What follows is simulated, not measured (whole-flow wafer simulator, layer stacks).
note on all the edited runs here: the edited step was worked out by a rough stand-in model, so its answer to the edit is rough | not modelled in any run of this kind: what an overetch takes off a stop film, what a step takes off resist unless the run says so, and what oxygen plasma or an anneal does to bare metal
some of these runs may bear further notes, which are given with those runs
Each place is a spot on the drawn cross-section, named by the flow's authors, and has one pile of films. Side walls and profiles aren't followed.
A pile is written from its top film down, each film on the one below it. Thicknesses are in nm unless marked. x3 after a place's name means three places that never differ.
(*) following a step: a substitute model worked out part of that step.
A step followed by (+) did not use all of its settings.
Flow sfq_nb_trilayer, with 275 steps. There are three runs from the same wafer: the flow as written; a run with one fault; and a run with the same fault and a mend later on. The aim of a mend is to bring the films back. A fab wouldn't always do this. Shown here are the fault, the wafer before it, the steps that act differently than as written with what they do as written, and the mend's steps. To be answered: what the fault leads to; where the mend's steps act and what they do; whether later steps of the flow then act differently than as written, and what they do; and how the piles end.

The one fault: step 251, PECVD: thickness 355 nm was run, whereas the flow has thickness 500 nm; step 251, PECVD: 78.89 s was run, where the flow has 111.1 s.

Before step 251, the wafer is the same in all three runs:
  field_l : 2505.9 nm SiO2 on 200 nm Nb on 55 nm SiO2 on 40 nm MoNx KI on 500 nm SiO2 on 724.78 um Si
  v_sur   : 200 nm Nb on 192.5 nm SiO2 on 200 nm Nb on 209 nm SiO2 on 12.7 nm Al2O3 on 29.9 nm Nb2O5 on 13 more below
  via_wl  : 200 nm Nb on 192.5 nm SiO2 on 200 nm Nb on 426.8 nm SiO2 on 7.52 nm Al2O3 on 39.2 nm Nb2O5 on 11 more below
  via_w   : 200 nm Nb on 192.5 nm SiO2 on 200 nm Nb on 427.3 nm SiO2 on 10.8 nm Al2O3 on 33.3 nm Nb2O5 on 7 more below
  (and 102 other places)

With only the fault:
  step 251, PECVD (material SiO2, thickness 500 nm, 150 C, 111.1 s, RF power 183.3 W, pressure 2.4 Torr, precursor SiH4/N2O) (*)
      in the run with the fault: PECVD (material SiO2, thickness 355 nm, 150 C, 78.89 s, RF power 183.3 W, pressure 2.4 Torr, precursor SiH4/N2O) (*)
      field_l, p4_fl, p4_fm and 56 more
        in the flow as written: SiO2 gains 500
        in the run with the fault: SiO2 gains 355
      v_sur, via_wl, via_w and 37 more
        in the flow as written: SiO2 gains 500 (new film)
        in the run with the fault: SiO2 gains 355 (new film)
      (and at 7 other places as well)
  Steps further on in the flow that do not act as written (4 other steps are not shown; they differ only slightly, by no more than 2% or 0.5 nm, whichever is larger):
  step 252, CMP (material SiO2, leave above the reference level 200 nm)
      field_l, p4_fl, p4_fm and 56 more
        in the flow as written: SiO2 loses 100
        in the run with the fault: nothing
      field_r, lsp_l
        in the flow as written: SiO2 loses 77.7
        in the run with the fault: nothing
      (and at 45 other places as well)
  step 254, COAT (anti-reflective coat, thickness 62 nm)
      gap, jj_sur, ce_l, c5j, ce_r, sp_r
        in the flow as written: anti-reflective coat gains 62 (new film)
        in the run with the fault: anti-reflective coat gains 60 (new film)
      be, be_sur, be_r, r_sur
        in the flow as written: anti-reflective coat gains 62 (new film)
        in the run with the fault: anti-reflective coat gains 59.9 (new film)
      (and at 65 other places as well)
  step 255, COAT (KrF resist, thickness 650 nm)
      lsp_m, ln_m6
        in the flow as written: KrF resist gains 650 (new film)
        in the run with the fault: KrF resist gains 636 (new film)
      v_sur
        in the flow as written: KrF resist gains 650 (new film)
        in the run with the fault: KrF resist gains 636.7 (new film)
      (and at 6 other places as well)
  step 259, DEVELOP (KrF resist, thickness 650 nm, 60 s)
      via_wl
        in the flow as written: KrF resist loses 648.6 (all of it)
        in the run with the fault: KrF resist loses 633.1 (all of it)
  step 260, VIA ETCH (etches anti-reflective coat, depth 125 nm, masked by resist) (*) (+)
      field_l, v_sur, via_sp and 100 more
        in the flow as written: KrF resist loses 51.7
        in the run with the fault: KrF resist loses 49.5
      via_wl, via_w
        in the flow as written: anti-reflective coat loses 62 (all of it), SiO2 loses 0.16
        in the run with the fault: anti-reflective coat loses 59.4 (all of it), SiO2 loses 0.15
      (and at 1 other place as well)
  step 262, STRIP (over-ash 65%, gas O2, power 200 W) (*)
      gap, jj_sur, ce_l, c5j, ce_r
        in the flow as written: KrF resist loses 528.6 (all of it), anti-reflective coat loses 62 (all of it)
        in the run with the fault: KrF resist loses 522.7 (all of it), anti-reflective coat loses 60 (all of it)
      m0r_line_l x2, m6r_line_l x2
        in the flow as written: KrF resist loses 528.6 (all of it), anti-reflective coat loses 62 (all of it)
        in the run with the fault: KrF resist loses 539.1 (all of it), anti-reflective coat loses 63.3 (all of it)
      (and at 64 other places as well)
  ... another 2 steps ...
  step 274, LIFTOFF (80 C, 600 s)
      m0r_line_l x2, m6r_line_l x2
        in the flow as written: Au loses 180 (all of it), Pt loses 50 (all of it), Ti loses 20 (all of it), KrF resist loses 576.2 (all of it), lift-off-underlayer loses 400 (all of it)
        in the run with the fault: Au loses 180 (all of it), Pt loses 50 (all of it), Ti loses 20 (all of it), KrF resist loses 579.7 (all of it), lift-off-underlayer loses 410.1 (all of it)
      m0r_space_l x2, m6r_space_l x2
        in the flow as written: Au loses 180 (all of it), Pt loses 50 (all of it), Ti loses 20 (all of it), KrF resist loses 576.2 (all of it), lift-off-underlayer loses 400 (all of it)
        in the run with the fault: Au loses 180 (all of it), Pt loses 50 (all of it), Ti loses 20 (all of it), KrF resist loses 577.1 (all of it), lift-off-underlayer loses 413.3 (all of it)
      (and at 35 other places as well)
  By the end, the piles at via_v, field_r, lsp_l and 48 more depart from the flow's by more than 2% or 0.5 nm, whichever is larger.
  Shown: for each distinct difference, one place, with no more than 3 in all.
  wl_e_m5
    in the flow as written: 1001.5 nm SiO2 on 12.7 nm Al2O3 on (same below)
    in the run with the fault: 956.5 nm SiO2 on 12.7 nm Al2O3 on (same below)
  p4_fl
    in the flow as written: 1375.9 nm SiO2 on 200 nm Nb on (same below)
    in the run with the fault: 1330.9 nm SiO2 on 200 nm Nb on (same below)
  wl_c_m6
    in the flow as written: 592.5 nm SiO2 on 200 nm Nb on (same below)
    in the run with the fault: 547.5 nm SiO2 on 200 nm Nb on (same below)

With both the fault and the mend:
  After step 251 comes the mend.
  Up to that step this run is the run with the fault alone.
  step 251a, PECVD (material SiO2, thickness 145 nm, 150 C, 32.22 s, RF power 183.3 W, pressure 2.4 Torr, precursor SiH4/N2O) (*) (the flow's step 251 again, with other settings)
      field_l, v_sur, via_wl and 98 more
        SiO2 gains 145
      field_r, lsp_l
        SiO2 gains 139.3
      l0_sur, l0v
        SiO2 gains 141.8
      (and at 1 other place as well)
  Steps further on in the flow that do not act as written:
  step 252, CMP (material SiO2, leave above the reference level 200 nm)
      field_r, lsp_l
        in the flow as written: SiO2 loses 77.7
        in the run with the mend: SiO2 loses 79.7
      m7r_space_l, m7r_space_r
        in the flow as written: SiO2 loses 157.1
        in the run with the mend: SiO2 loses 100
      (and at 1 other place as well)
  The piles end the same as the flow's at every place that both follow.
